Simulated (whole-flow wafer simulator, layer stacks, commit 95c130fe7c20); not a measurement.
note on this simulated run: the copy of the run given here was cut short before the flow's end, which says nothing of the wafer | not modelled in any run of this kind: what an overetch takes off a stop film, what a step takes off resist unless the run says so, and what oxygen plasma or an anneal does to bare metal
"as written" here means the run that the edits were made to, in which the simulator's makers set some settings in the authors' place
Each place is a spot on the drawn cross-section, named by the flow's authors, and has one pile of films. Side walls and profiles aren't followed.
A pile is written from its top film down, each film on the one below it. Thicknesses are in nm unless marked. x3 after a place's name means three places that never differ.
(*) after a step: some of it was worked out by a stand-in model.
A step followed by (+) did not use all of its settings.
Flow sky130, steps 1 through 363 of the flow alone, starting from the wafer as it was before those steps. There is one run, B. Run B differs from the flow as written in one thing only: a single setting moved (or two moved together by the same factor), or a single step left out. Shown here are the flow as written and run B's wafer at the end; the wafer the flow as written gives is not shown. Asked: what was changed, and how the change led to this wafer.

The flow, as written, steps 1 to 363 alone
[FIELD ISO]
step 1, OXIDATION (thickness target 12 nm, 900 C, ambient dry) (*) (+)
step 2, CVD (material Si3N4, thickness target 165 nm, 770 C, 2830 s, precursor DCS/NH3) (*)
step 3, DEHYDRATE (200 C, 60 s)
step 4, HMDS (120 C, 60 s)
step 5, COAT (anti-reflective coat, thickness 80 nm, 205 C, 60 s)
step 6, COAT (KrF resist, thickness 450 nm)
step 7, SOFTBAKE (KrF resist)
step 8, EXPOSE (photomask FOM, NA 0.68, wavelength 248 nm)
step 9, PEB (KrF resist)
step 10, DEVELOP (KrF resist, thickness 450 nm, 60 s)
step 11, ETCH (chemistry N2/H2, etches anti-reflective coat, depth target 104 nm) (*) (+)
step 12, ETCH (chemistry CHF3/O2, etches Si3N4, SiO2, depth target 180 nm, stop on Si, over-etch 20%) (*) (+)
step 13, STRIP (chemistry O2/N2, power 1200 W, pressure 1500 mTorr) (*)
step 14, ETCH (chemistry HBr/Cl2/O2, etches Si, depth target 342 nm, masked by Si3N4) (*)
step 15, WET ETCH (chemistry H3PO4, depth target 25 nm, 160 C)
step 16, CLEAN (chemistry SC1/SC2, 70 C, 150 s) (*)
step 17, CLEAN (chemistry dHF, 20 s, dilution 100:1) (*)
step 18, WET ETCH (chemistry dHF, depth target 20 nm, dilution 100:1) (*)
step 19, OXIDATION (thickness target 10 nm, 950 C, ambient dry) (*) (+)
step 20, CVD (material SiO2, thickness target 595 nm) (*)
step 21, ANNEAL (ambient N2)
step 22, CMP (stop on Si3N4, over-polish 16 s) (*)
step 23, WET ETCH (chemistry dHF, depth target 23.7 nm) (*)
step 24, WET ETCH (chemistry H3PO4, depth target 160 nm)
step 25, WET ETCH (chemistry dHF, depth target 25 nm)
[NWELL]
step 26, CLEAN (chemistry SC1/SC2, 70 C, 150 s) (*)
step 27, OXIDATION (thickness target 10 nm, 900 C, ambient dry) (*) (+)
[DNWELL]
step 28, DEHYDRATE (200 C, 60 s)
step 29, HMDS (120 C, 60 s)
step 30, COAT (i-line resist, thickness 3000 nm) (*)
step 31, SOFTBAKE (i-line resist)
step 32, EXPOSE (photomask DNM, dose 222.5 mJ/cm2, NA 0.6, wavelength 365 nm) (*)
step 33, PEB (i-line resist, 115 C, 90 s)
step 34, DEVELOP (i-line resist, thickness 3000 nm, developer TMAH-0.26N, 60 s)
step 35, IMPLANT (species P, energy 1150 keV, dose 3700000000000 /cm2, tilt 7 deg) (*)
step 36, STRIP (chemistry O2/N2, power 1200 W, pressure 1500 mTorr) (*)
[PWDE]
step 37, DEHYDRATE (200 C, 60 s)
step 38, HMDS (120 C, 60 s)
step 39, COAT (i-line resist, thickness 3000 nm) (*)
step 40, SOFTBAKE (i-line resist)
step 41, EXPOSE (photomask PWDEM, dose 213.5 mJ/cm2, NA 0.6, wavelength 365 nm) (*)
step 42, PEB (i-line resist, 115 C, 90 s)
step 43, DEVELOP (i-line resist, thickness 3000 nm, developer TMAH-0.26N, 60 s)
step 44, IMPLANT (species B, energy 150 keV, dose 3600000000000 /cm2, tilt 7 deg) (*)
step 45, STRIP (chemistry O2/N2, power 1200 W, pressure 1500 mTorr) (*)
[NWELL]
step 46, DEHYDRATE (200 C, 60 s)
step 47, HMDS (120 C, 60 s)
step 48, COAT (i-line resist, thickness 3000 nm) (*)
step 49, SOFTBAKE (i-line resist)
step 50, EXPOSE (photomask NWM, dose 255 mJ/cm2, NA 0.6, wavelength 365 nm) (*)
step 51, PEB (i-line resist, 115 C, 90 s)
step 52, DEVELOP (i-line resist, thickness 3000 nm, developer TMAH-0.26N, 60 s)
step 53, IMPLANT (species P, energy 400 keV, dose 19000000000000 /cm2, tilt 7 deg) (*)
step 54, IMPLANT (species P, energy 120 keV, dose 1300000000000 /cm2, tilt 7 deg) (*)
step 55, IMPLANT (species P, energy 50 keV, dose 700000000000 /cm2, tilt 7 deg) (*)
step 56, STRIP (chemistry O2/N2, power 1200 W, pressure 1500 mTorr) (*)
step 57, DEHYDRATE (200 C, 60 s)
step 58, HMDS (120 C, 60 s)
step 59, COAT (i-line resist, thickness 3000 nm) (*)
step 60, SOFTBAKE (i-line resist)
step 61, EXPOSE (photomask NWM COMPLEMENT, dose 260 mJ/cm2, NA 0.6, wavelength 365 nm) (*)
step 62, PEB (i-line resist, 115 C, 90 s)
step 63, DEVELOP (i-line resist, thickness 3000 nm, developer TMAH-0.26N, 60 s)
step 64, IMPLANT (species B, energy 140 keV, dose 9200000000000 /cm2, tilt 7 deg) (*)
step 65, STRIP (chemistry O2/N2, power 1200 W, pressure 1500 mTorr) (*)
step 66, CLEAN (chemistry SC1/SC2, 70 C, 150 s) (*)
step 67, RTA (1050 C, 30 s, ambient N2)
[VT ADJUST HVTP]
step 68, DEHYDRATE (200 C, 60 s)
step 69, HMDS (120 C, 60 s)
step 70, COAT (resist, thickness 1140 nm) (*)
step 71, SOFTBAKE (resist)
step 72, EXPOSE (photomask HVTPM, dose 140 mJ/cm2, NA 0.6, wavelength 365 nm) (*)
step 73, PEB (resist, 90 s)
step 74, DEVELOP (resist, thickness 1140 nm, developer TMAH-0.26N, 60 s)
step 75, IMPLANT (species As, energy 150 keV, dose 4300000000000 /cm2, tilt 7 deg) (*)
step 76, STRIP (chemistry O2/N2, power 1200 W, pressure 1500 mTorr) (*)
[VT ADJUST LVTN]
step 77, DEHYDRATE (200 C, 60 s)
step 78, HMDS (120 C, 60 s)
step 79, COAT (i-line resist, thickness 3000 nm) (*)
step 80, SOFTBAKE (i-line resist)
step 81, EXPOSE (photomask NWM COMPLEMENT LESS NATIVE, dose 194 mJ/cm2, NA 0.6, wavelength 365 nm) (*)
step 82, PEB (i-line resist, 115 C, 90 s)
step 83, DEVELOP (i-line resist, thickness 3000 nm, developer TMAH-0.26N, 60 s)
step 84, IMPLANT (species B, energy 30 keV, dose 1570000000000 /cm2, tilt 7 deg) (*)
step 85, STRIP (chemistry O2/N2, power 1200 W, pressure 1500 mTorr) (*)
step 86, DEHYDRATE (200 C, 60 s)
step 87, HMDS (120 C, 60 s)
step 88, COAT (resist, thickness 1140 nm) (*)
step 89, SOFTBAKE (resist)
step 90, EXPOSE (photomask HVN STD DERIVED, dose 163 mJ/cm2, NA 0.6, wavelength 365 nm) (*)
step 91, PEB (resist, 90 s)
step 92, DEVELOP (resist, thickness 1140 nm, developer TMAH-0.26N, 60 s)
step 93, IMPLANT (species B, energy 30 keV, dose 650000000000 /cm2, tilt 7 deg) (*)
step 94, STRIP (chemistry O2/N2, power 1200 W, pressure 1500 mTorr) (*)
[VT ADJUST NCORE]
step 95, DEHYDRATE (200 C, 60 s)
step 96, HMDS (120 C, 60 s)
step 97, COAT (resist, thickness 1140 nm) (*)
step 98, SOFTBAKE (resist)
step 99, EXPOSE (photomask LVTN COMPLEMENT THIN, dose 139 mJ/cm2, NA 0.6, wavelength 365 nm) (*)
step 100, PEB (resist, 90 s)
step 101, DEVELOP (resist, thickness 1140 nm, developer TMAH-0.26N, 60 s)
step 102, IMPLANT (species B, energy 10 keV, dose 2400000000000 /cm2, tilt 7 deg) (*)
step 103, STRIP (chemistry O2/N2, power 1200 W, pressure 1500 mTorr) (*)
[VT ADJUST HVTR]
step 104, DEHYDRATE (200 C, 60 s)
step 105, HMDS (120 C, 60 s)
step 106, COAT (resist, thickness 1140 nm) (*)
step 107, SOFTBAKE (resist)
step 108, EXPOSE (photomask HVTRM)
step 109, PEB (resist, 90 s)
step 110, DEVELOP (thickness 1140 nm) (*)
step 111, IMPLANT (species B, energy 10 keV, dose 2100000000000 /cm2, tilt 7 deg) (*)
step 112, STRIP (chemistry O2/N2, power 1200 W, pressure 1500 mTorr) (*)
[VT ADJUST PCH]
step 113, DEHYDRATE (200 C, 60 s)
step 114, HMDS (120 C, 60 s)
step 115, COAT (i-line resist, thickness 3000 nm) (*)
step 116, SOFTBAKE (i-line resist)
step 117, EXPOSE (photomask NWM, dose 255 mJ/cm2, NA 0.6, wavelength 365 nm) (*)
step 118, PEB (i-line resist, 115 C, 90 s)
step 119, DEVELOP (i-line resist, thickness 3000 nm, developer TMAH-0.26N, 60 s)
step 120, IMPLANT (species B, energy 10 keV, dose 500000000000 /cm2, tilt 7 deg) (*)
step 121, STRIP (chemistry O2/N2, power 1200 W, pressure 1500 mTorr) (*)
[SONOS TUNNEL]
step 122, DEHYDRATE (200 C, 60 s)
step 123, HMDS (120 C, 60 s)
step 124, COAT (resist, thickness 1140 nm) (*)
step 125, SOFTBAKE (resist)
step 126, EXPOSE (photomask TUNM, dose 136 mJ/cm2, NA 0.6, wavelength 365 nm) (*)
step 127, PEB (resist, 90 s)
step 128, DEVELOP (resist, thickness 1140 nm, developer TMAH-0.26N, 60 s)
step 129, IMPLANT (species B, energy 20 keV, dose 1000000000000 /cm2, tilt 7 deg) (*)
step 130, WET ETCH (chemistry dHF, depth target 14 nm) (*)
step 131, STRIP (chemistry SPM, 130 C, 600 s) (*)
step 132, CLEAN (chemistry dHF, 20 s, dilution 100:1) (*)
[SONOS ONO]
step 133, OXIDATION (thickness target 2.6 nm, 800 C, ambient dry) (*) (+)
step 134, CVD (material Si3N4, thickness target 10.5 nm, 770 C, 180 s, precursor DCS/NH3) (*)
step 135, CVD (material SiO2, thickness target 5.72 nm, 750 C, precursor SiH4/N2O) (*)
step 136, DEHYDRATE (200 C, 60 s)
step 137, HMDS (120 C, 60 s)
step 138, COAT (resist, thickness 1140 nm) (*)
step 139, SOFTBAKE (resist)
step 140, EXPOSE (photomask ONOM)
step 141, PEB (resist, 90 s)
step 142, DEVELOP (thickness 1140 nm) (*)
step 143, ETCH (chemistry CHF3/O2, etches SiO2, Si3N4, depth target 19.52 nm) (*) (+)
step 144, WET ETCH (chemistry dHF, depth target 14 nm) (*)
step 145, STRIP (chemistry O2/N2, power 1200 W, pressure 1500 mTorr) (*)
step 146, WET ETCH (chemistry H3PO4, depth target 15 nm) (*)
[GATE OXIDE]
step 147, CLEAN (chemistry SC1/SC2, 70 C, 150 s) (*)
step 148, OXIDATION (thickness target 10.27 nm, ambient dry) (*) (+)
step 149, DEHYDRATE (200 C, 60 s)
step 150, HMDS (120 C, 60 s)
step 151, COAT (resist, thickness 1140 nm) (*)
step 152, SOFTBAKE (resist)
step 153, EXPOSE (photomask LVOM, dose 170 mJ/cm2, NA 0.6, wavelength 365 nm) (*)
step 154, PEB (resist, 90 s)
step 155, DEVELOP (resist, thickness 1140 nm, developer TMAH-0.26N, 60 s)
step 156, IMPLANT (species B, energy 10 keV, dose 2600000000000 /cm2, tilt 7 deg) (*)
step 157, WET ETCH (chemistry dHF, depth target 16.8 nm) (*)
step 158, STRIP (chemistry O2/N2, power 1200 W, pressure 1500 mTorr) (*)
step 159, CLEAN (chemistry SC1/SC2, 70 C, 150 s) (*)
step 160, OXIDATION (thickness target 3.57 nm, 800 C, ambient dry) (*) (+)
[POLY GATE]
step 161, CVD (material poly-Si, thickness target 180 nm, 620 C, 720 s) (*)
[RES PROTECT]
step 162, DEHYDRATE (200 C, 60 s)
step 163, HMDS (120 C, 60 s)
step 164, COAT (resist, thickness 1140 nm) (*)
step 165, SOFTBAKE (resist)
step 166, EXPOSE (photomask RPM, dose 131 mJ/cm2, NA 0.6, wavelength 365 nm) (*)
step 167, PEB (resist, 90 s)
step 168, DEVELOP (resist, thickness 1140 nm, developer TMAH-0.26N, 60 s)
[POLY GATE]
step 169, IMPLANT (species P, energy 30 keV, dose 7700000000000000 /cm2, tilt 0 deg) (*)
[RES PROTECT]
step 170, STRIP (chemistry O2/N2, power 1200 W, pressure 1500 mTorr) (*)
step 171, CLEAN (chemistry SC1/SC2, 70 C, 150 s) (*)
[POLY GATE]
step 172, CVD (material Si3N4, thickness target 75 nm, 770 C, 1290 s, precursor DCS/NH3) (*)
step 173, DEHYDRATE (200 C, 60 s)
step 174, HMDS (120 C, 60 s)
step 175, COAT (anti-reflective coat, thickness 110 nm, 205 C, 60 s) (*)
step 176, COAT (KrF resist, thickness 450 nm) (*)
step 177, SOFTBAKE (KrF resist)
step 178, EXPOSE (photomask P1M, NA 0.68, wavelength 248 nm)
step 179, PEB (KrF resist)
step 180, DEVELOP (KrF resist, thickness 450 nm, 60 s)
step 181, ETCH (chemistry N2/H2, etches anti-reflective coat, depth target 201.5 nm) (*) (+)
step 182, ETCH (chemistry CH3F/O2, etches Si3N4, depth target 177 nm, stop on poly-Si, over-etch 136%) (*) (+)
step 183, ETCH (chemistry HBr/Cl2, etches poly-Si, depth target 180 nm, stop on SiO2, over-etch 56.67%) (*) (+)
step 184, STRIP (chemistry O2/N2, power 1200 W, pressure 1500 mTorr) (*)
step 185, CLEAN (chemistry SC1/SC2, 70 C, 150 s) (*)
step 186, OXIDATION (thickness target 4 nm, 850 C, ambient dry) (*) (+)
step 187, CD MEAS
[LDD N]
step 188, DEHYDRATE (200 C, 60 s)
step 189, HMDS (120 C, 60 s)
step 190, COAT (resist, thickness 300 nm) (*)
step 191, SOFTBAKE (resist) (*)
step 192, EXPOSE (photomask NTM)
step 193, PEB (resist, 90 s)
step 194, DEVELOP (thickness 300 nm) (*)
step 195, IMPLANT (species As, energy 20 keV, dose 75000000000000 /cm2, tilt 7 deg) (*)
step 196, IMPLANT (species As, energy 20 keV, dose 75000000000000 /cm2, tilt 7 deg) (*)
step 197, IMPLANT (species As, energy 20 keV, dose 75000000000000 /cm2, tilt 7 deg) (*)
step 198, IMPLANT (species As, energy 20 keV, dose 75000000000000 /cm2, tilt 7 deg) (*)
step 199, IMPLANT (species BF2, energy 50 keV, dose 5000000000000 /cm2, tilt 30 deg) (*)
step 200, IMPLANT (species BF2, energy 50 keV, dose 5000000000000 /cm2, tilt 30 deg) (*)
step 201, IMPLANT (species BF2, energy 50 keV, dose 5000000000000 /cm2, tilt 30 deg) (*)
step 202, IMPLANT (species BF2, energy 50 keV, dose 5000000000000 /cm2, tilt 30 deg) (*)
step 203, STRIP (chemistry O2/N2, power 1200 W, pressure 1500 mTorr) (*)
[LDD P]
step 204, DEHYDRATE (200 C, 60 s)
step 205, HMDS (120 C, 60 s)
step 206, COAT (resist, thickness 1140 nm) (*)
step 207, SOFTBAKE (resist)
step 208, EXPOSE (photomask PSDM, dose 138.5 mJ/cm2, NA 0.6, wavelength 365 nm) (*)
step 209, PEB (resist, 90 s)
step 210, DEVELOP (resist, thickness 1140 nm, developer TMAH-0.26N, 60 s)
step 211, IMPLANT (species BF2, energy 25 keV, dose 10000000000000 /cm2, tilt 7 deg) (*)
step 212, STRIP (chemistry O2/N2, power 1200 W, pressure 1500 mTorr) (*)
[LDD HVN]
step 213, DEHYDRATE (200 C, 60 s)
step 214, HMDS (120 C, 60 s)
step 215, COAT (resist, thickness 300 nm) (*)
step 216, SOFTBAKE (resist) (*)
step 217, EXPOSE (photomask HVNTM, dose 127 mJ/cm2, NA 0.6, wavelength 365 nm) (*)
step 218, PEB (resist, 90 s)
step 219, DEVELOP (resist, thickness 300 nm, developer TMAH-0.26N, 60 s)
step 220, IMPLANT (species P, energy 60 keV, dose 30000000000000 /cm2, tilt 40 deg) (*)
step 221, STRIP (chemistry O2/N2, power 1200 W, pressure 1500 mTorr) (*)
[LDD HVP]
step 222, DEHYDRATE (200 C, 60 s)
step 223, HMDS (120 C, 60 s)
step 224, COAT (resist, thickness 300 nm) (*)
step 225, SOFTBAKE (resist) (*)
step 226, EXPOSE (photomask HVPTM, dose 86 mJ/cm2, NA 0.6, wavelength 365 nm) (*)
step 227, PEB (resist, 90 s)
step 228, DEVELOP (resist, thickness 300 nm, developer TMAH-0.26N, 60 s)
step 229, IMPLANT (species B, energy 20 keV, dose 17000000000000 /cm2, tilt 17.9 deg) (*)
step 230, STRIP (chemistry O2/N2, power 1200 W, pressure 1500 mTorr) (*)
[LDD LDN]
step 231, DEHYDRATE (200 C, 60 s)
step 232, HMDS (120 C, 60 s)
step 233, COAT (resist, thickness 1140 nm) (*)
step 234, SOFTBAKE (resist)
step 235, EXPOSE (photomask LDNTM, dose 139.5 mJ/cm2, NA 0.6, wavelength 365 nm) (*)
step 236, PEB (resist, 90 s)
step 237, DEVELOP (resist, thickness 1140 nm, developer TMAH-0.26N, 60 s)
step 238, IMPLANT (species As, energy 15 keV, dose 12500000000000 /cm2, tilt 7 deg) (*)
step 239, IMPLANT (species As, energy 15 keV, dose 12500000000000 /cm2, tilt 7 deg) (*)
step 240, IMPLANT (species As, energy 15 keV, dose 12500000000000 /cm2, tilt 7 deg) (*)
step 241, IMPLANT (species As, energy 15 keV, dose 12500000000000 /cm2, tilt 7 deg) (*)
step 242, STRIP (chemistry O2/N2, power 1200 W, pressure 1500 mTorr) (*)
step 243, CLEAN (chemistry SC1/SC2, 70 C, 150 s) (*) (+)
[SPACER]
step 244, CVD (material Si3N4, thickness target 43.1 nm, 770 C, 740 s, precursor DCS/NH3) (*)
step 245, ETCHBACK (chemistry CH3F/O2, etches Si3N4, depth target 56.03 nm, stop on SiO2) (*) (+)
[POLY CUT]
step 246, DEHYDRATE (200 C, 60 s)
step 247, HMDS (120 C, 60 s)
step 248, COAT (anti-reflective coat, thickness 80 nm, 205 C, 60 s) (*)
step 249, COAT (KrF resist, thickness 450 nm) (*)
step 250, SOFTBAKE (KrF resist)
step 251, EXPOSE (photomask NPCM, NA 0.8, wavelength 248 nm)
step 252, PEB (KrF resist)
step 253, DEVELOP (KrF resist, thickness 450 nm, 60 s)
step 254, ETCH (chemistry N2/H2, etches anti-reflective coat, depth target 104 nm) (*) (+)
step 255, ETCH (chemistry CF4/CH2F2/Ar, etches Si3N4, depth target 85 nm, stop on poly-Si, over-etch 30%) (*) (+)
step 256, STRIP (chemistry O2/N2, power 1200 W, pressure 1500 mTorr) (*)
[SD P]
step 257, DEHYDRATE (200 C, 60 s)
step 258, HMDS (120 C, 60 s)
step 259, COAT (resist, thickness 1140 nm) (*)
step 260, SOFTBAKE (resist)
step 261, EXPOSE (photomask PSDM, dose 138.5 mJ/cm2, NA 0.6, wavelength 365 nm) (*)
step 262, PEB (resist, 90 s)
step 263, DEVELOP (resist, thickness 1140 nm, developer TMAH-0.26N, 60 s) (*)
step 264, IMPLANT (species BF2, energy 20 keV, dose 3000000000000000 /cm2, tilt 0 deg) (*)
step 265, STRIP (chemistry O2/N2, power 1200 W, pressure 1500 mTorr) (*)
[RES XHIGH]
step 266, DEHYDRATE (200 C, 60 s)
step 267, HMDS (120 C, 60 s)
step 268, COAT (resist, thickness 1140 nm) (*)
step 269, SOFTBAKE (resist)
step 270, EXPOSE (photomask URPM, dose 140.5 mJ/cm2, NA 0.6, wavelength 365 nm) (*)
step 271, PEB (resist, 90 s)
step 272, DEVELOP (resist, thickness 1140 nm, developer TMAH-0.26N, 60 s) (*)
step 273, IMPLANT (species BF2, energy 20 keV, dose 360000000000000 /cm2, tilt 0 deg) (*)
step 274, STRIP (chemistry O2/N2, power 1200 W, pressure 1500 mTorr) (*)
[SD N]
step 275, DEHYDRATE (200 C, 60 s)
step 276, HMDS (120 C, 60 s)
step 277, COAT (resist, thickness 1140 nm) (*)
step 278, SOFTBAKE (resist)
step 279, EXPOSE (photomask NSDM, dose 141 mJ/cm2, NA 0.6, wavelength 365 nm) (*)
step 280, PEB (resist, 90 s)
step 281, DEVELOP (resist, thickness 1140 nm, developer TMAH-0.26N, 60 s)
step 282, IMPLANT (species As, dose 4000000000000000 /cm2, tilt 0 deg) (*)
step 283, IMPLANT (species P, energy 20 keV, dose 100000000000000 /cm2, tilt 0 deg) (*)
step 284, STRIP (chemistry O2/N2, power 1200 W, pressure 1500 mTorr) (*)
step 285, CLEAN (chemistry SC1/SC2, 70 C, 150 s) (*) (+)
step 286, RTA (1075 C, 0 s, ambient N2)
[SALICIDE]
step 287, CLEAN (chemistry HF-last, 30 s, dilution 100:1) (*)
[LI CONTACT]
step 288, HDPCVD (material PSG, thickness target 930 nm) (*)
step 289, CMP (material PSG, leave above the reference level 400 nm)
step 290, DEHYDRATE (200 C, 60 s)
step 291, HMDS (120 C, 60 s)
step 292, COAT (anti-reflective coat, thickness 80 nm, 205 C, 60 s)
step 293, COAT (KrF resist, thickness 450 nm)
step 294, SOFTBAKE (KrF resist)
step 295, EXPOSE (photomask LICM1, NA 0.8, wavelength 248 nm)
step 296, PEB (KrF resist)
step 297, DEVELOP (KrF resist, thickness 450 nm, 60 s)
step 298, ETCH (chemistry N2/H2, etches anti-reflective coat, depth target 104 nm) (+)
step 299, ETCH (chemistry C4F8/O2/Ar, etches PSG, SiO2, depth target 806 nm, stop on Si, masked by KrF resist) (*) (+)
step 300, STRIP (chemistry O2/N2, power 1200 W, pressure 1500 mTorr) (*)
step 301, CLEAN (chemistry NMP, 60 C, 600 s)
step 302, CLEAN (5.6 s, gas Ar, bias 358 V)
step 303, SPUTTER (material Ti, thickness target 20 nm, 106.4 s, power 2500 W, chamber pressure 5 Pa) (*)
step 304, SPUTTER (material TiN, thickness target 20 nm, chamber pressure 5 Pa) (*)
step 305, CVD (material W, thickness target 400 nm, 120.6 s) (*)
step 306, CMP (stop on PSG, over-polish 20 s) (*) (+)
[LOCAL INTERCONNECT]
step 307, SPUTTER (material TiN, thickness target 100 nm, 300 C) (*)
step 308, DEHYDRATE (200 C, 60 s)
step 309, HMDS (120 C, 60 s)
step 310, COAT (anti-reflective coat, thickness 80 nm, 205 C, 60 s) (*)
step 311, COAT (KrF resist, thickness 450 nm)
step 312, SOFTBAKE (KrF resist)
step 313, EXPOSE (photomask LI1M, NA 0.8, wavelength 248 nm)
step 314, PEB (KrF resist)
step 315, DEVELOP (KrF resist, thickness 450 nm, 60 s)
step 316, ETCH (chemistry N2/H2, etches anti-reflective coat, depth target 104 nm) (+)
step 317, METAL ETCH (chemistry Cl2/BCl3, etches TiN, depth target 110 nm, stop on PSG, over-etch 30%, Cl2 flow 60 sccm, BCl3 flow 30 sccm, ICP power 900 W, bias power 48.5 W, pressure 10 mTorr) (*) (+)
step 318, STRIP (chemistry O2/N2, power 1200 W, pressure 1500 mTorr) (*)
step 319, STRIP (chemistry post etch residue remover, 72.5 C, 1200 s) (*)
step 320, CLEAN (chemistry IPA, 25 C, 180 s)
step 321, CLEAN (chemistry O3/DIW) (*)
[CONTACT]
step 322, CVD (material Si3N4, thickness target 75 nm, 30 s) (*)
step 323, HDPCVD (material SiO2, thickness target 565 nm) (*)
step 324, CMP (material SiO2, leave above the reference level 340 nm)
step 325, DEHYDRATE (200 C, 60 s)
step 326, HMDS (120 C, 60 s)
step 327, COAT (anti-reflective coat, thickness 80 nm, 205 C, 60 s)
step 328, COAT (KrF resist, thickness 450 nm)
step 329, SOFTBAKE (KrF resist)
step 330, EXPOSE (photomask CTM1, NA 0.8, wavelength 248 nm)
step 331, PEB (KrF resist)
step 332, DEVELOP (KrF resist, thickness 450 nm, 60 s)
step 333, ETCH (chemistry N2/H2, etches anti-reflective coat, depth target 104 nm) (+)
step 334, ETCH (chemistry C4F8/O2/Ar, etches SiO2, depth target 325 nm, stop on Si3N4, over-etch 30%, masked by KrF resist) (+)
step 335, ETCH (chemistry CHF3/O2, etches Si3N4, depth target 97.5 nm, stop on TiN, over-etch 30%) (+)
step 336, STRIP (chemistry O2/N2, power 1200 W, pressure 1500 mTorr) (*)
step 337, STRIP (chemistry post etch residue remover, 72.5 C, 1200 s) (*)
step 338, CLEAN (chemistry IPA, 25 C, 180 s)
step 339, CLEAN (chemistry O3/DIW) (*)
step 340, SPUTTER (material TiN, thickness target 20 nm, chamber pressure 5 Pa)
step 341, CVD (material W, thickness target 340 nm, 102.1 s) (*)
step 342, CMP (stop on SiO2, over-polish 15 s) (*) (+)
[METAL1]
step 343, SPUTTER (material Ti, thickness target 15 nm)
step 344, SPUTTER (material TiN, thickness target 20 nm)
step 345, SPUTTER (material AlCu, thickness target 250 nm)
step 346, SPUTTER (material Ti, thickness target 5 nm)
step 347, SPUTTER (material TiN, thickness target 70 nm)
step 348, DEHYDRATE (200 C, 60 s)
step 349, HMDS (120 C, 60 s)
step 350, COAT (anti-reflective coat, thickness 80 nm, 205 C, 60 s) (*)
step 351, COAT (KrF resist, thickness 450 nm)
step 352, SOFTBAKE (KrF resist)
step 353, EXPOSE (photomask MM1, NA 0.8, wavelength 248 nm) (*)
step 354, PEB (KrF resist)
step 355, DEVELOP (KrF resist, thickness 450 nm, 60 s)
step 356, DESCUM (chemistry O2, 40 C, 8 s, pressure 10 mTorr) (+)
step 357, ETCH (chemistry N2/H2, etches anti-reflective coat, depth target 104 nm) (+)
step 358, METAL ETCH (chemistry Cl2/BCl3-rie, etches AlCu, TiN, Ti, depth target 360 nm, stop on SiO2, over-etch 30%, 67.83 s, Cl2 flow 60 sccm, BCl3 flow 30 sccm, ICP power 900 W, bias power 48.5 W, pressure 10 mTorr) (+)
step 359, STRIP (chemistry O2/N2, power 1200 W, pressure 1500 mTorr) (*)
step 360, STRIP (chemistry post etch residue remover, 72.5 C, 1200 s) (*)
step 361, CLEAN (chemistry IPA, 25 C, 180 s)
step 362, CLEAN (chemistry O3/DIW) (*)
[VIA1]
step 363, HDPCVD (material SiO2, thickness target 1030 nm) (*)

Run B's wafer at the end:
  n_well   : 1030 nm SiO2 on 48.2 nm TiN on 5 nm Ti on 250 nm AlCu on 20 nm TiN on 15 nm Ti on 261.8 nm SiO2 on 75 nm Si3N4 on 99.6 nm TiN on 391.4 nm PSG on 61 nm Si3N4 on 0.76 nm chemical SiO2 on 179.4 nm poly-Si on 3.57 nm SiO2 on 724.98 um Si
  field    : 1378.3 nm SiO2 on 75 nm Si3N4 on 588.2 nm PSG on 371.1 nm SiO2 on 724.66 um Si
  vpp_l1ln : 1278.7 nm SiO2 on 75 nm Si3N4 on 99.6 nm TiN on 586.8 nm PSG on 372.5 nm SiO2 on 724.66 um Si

What caused this: step 347, SPUTTER: thickness target 48.6 nm was run, while the flow as written has thickness target 70 nm.

The path from the change to this, step by step:
  step 347, SPUTTER (material TiN, thickness target 70 nm)
      field, active, n_well and 188 more: TiN gains 48.6 (new film) (in the flow as written it would be: TiN gains 70 (new film))
  step 358, METAL ETCH (chemistry Cl2/BCl3-rie, etches AlCu, TiN, Ti, depth target 360 nm, stop on SiO2, over-etch 30%, 67.83 s, Cl2 flow 60 sccm, BCl3 flow 30 sccm, ICP power 900 W, bias power 48.5 W, pressure 10 mTorr) (+)
      field, active, gate and 81 more: TiN loses 47.3 (all of it), Ti loses 5 (all of it), AlCu loses 250 (all of it), TiN loses 20 (all of it), Ti loses 15 (all of it), SiO2 loses 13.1 (in the flow as written it would be: TiN loses 68.7 (all of it), Ti loses 5 (all of it), AlCu loses 250 (all of it), TiN loses 20 (all of it), Ti loses 15 (all of it), SiO2 loses 10.9)
